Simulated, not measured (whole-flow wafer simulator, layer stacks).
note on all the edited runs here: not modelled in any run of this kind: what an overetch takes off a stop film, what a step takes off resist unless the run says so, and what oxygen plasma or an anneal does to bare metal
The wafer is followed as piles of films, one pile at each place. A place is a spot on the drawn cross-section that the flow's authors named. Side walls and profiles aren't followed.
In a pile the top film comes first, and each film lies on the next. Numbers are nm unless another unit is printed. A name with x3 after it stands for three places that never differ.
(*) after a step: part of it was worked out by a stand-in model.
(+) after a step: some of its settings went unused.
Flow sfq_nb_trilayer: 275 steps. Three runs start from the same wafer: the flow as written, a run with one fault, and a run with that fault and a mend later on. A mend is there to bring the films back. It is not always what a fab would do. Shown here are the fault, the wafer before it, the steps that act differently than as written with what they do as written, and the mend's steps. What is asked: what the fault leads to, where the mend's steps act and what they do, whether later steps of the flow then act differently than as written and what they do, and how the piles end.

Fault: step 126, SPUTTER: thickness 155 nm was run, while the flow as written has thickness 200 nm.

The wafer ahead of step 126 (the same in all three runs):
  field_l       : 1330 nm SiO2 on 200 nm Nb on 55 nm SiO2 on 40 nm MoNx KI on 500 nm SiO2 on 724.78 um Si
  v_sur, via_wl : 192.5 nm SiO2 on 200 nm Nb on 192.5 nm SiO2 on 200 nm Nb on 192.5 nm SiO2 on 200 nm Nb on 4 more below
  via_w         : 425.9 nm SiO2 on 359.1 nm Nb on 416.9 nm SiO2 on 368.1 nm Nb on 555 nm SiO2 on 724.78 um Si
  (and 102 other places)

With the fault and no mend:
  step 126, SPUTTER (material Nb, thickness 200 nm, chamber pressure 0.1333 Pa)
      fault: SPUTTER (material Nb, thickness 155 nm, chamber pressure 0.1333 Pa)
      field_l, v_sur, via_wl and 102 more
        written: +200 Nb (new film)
        fault: +155 Nb (new film)
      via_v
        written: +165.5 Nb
        fault: +128 Nb
  Later steps of the flow acting differently than as written (5 more steps, not shown, differ only slightly: by at most 2% or 0.5 nm, whichever is larger):
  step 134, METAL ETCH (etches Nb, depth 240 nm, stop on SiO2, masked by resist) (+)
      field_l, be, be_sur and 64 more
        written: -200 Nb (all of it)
        fault: -155 Nb (all of it)
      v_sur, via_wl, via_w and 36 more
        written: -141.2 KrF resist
        fault: -136.8 KrF resist
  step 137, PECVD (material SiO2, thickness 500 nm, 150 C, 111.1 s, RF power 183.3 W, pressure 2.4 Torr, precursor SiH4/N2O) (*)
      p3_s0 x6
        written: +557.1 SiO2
        fault: +512.1 SiO2
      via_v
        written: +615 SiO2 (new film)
        fault: +602.5 SiO2 (new film)
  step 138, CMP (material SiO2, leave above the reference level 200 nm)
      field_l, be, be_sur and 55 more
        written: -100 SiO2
        fault: -145 SiO2
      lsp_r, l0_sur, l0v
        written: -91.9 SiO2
        fault: -138.7 SiO2
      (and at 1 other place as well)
  The piles end different from the flow's at v_sur, via_wl, via_w and 78 more by more than 2% or 0.5 nm, whichever is larger.
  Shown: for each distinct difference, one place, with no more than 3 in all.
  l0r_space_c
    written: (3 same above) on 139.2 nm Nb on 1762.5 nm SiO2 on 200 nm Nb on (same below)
    fault: (3 same above) on 139.2 nm Nb on 1717.5 nm SiO2 on 200 nm Nb on (same below)
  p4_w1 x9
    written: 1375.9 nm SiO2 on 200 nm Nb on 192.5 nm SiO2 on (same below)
    fault: 1375.9 nm SiO2 on 155 nm Nb on 192.5 nm SiO2 on (same below)
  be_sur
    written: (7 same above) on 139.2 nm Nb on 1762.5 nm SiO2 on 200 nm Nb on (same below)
    fault: (7 same above) on 139.2 nm Nb on 1717.5 nm SiO2 on 200 nm Nb on (same below)

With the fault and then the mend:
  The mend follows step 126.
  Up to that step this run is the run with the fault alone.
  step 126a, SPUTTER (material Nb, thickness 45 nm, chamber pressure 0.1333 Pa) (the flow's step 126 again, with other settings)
      field_l, v_sur, via_wl and 102 more
        +45 Nb
      via_v
        +35.1 Nb
  None of the later steps of the flow differs from how it acts as written, at any place that is followed, by more than 2% or 0.5 nm, whichever is larger.
  The piles end only slightly different from the flow's at the places that both follow, by no more than 2% or 0.5 nm, whichever is larger.
